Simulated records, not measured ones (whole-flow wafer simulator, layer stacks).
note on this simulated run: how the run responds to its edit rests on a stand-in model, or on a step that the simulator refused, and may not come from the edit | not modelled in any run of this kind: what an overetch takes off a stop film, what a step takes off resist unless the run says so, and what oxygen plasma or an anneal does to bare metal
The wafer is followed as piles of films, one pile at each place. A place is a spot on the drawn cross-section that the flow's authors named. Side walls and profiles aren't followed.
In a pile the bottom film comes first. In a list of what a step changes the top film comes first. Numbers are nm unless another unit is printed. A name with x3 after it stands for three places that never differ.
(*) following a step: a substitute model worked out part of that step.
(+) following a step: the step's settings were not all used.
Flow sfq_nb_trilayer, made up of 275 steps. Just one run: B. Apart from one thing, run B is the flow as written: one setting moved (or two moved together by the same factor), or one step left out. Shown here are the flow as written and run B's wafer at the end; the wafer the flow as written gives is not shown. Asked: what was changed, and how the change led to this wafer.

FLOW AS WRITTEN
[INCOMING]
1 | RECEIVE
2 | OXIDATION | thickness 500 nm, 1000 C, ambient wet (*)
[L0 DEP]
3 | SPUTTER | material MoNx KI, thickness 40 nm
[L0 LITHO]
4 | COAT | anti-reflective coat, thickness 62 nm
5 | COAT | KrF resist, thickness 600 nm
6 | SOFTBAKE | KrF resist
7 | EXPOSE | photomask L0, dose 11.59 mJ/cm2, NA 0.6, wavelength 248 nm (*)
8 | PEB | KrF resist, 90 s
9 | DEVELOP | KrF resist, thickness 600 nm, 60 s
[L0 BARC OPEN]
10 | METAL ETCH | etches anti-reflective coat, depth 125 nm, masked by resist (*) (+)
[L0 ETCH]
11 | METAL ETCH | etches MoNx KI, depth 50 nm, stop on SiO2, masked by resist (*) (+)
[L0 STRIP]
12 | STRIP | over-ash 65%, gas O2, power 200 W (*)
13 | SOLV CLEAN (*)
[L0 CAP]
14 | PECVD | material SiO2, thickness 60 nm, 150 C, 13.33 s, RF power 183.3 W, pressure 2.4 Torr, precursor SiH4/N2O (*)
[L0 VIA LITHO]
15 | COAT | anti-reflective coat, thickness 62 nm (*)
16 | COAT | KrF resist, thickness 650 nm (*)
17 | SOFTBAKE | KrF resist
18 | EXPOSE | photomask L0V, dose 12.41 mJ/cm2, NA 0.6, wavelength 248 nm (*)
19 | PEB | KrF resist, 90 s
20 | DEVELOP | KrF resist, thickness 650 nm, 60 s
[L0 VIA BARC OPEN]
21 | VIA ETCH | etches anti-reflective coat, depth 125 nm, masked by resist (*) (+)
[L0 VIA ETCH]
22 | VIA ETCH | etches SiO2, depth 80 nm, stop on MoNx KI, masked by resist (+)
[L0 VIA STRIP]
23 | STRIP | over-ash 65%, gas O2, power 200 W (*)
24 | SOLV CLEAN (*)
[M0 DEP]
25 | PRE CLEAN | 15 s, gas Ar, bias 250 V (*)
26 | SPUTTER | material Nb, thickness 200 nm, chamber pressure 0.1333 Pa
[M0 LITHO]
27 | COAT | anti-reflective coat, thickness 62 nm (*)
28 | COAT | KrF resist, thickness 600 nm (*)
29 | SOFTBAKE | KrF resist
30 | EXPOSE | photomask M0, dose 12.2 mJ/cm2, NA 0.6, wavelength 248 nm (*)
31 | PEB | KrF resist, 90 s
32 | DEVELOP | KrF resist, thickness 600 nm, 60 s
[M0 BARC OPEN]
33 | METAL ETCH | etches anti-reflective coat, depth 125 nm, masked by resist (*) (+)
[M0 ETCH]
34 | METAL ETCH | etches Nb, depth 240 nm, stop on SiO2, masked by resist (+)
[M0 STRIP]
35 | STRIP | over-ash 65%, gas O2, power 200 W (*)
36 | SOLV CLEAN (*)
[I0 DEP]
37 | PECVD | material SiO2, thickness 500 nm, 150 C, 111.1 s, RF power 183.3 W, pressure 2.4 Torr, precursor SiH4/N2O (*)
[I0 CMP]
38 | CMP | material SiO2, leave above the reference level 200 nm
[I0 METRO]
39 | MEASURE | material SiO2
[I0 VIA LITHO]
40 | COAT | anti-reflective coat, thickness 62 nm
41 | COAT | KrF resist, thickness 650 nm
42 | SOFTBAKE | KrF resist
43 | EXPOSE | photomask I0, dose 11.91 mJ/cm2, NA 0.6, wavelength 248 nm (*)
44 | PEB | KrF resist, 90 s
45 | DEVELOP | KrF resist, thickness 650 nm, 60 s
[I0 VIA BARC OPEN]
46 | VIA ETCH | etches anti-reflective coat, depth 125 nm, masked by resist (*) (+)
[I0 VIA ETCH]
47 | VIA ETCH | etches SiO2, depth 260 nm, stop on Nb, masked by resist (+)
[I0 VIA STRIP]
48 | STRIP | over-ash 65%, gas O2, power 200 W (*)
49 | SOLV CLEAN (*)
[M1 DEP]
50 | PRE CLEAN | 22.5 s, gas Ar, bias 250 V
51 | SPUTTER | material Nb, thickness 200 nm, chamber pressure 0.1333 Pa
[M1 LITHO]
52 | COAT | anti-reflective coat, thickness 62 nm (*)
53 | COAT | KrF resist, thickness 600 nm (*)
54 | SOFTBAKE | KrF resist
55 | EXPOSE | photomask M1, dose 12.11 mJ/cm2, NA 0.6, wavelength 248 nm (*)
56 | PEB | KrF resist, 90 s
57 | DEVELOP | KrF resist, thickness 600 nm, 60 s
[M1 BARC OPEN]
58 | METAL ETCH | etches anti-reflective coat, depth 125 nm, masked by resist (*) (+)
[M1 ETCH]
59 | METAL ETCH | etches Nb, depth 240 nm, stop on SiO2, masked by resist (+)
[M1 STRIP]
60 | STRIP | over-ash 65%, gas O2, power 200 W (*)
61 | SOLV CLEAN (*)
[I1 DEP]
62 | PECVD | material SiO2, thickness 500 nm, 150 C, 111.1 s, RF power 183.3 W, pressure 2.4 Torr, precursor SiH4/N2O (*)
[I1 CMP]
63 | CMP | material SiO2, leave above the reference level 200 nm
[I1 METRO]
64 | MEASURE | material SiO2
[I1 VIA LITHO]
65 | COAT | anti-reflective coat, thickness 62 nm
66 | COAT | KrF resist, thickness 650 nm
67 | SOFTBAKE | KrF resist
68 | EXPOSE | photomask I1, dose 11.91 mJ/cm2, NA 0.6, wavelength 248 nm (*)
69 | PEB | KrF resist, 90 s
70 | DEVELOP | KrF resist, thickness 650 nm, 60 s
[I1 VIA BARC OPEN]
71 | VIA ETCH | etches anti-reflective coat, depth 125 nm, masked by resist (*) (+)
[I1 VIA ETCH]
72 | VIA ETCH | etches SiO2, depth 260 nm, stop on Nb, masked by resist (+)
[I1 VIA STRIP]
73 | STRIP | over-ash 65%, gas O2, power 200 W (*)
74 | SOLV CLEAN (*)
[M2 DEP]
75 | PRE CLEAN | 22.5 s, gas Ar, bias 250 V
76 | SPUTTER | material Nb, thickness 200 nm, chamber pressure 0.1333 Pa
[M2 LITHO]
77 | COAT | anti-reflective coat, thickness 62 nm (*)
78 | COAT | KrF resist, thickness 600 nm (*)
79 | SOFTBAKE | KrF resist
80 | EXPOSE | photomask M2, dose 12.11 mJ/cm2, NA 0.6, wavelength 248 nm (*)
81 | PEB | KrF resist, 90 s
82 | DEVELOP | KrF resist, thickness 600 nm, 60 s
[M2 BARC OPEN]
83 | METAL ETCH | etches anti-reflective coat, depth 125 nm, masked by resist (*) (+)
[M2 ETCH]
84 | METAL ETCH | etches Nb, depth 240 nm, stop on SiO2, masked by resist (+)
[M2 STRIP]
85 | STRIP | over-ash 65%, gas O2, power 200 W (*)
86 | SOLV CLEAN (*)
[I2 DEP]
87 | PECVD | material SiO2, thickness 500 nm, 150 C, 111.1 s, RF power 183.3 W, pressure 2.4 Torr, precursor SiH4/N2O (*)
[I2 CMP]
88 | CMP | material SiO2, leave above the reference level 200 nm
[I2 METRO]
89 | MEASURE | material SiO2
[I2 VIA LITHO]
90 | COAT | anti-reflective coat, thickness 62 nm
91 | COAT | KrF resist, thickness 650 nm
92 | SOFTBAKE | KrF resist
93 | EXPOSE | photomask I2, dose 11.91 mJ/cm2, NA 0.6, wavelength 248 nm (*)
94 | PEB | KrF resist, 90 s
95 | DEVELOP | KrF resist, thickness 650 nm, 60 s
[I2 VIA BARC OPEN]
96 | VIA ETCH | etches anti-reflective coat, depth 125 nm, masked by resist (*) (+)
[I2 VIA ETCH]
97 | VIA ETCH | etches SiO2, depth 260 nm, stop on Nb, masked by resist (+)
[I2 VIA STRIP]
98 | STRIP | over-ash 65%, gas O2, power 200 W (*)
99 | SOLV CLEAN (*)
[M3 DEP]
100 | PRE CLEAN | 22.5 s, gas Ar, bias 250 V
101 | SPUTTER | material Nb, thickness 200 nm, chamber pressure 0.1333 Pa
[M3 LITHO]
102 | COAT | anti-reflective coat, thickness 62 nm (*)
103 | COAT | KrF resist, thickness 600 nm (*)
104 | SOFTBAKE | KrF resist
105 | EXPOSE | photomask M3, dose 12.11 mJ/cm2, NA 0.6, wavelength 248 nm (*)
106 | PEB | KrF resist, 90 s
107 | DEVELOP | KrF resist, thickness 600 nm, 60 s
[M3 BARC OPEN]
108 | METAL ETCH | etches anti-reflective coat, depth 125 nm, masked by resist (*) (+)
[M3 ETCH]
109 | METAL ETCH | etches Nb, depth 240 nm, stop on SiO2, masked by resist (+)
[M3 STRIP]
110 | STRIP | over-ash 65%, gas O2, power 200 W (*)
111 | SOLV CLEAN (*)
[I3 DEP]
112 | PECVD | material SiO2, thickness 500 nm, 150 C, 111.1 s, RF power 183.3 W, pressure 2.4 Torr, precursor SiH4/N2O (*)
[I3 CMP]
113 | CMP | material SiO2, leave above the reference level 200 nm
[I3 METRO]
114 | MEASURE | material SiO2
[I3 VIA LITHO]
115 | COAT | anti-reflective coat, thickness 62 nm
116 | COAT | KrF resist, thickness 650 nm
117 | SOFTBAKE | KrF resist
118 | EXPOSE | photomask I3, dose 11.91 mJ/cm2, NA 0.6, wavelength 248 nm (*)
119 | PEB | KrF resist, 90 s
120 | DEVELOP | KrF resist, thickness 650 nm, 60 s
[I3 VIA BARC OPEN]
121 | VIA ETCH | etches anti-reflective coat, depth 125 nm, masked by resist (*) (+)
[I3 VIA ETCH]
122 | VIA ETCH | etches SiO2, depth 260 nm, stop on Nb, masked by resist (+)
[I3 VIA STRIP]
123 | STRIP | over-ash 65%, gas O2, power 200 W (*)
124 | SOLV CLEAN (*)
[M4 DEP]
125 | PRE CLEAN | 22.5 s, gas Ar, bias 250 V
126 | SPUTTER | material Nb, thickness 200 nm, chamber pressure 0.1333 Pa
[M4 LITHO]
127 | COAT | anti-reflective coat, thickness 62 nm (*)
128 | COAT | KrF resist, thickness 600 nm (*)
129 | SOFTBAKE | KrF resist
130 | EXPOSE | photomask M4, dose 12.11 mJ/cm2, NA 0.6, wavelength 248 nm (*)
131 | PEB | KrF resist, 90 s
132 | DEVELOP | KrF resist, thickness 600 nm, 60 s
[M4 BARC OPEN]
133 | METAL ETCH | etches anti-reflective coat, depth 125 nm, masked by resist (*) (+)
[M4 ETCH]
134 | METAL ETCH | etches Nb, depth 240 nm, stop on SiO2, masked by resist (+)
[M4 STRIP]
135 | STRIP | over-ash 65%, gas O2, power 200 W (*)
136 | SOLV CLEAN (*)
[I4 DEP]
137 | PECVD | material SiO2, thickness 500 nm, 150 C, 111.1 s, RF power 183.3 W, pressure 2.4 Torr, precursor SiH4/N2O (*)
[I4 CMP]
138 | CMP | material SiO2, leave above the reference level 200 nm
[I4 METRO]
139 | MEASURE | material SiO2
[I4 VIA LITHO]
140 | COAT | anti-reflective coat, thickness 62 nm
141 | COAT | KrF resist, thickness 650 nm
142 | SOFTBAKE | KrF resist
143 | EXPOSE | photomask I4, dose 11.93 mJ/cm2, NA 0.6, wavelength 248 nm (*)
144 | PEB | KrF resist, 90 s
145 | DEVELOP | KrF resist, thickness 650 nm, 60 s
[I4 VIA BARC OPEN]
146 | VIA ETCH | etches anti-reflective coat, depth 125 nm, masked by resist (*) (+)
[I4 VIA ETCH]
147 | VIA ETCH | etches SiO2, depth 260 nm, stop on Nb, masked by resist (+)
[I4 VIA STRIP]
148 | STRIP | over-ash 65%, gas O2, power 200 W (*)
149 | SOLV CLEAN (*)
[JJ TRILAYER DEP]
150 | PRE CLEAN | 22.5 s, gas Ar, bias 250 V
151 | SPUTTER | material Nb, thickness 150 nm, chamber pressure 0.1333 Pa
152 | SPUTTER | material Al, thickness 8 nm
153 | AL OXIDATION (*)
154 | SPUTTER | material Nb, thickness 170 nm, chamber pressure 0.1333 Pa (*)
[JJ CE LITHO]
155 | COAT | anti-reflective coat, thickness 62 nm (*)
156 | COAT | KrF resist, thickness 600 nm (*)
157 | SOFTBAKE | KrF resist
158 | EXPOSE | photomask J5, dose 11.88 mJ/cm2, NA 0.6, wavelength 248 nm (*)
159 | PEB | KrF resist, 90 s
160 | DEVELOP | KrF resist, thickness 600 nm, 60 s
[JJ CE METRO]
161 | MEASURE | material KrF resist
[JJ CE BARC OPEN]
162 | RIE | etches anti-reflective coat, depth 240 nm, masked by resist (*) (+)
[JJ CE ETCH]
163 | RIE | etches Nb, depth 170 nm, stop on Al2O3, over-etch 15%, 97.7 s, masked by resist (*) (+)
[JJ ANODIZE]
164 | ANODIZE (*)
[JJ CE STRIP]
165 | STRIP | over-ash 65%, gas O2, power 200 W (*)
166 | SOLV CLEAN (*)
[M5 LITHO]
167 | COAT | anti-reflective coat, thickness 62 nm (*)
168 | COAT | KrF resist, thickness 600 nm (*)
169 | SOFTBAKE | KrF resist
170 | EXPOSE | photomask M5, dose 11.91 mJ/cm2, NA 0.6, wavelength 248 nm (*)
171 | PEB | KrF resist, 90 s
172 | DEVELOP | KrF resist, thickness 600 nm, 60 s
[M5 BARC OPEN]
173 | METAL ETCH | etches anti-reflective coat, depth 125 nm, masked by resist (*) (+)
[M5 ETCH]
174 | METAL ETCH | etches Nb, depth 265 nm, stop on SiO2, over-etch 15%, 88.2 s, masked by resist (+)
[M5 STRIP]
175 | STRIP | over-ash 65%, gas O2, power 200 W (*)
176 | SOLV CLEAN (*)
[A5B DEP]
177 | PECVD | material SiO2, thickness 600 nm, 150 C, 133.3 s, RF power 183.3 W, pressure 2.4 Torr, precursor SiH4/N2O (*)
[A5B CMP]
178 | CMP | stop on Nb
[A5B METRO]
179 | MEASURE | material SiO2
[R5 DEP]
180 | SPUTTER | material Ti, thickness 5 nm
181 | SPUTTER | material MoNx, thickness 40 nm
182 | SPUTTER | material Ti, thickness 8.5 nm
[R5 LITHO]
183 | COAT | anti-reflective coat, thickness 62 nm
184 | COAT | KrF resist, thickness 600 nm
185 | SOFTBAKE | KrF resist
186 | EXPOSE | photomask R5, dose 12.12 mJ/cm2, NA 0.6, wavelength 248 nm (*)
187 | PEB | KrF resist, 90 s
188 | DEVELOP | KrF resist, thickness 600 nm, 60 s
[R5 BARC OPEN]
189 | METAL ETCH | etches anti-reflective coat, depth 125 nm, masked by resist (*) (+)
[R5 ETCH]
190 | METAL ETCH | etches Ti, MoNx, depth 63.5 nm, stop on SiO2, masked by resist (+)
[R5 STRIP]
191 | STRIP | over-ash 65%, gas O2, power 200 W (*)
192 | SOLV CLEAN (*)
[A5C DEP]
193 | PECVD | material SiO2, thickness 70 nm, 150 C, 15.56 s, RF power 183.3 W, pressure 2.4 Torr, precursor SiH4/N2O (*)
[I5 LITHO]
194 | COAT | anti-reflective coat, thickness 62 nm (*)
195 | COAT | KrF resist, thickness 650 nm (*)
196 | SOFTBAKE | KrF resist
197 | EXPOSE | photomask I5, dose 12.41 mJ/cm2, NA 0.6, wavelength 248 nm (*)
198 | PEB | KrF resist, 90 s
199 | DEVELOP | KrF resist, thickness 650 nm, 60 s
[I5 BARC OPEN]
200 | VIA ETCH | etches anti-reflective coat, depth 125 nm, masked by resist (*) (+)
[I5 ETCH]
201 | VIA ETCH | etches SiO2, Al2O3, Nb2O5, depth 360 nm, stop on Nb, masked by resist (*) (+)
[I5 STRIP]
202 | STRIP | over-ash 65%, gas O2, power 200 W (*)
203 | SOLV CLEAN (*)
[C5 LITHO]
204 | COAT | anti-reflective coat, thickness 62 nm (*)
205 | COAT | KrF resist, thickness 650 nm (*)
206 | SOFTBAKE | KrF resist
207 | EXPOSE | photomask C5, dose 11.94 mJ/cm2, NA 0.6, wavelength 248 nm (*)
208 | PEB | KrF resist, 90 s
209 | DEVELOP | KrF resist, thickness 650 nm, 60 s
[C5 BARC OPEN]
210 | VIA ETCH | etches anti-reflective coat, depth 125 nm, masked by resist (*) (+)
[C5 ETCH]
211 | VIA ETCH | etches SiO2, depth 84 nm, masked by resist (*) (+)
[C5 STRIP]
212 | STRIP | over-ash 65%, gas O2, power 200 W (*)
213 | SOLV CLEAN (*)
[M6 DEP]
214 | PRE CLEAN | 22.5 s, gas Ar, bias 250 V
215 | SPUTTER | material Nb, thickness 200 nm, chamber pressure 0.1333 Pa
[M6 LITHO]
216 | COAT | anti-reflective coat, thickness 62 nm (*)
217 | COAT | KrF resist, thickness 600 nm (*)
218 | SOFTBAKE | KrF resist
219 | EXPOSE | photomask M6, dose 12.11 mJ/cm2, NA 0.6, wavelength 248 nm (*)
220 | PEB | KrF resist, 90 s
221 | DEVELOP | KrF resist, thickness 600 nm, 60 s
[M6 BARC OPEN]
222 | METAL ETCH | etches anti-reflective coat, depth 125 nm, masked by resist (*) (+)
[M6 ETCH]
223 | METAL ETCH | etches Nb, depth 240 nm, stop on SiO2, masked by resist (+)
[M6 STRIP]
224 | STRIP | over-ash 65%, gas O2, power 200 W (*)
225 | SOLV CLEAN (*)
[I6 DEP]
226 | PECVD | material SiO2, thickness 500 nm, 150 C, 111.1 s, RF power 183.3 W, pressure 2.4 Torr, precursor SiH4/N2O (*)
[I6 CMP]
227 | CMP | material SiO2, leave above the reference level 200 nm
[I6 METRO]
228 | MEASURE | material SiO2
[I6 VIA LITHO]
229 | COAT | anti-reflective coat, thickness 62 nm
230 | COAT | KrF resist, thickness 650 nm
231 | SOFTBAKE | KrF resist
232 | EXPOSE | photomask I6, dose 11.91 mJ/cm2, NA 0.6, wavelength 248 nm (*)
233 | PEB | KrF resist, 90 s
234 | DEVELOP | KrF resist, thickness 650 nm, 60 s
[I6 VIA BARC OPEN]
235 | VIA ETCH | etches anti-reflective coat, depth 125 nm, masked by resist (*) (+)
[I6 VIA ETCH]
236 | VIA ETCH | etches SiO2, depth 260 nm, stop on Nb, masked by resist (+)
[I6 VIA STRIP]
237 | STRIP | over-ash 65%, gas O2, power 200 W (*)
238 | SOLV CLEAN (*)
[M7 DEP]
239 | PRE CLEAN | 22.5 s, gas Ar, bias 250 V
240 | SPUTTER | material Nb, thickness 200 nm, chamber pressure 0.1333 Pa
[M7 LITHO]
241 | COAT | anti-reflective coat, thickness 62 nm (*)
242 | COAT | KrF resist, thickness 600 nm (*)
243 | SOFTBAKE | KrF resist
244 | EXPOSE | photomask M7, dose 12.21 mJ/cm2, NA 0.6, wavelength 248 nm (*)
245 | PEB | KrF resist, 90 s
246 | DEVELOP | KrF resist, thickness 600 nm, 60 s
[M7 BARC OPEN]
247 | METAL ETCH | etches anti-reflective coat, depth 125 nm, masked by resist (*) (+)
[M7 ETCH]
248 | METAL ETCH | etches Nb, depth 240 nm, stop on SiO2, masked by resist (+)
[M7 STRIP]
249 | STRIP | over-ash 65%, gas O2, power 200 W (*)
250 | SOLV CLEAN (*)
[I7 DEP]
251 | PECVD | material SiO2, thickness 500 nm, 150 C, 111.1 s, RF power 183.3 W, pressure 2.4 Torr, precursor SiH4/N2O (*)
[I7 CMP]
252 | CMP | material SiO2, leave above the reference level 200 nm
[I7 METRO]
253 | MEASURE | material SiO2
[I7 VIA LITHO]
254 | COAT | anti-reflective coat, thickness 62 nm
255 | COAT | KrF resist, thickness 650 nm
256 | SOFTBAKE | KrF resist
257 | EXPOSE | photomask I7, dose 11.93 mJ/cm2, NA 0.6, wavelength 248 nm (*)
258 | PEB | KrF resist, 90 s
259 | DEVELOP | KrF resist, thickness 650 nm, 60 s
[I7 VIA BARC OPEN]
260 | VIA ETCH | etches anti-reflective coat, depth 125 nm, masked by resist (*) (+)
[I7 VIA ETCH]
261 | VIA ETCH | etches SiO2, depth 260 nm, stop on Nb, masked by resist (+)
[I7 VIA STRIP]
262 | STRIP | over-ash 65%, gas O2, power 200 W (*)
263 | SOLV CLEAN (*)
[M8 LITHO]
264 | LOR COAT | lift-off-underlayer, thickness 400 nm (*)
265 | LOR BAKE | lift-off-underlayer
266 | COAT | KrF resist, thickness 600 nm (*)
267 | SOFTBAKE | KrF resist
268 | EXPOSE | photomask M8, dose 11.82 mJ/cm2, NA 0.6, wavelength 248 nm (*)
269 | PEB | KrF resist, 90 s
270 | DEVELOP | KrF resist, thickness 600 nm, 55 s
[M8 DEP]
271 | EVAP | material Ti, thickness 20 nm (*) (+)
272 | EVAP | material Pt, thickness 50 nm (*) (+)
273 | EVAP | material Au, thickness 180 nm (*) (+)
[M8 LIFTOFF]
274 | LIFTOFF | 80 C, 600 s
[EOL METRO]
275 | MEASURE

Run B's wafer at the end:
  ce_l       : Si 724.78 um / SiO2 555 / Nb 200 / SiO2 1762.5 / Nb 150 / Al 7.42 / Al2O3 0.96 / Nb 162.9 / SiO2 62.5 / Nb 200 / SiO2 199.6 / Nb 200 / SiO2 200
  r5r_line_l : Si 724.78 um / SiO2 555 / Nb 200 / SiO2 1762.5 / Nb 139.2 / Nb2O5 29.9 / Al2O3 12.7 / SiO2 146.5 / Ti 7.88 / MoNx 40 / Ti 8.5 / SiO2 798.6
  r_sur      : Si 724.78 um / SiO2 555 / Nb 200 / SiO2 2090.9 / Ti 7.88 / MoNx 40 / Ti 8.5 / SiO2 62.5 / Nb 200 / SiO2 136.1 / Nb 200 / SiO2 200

What caused this: step 180, SPUTTER: thickness 7.88 nm was run, while the flow as written has thickness 5 nm.
The wafer lets one read it off: r5r_line_l has Ti 7.88, and step 180 as written asks for 5 nm.

The path from the change to this, step by step:
  180 | SPUTTER | material Ti, thickness 5 nm
      field_l, v_sur, via_wl and 103 more: +7.88 Ti (new film) (it would be, as written: +5 Ti (new film))
  190 | METAL ETCH | etches Ti, MoNx, depth 63.5 nm, stop on SiO2, masked by resist (+)
      field_l, v_sur, via_wl and 92 more: -8.5 Ti (all of it), -40 MoNx (all of it), -7.88 Ti (all of it) (it would be, as written: -8.5 Ti (all of it), -40 MoNx (all of it), -5 Ti (all of it))
      ce_l, c5j, ce_r, wl_jj: -8.5 Ti (all of it), -40 MoNx (all of it), -7.88 Ti (all of it), -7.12 Nb (it would be, as written: -8.5 Ti (all of it), -40 MoNx (all of it), -5 Ti (all of it), -10 Nb)
  204 | COAT | anti-reflective coat, thickness 62 nm (*)
      ce_r: +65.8 anti-reflective coat (new film) (it would be, as written: +67.2 anti-reflective coat (new film))
  212 | STRIP | over-ash 65%, gas O2, power 200 W (*)
      ce_r: -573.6 KrF resist (all of it), -65.8 anti-reflective coat (all of it) (it would be, as written: -573.7 KrF resist (all of it), -67.2 anti-reflective coat (all of it))
  216 | COAT | anti-reflective coat, thickness 62 nm (*)
      sp_r: +67.4 anti-reflective coat (new film) (it would be, as written: +65.9 anti-reflective coat (new film))
  224 | STRIP | over-ash 65%, gas O2, power 200 W (*)
      sp_r: -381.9 KrF resist (all of it), -67.4 anti-reflective coat (all of it) (it would be, as written: -382 KrF resist (all of it), -65.9 anti-reflective coat (all of it))
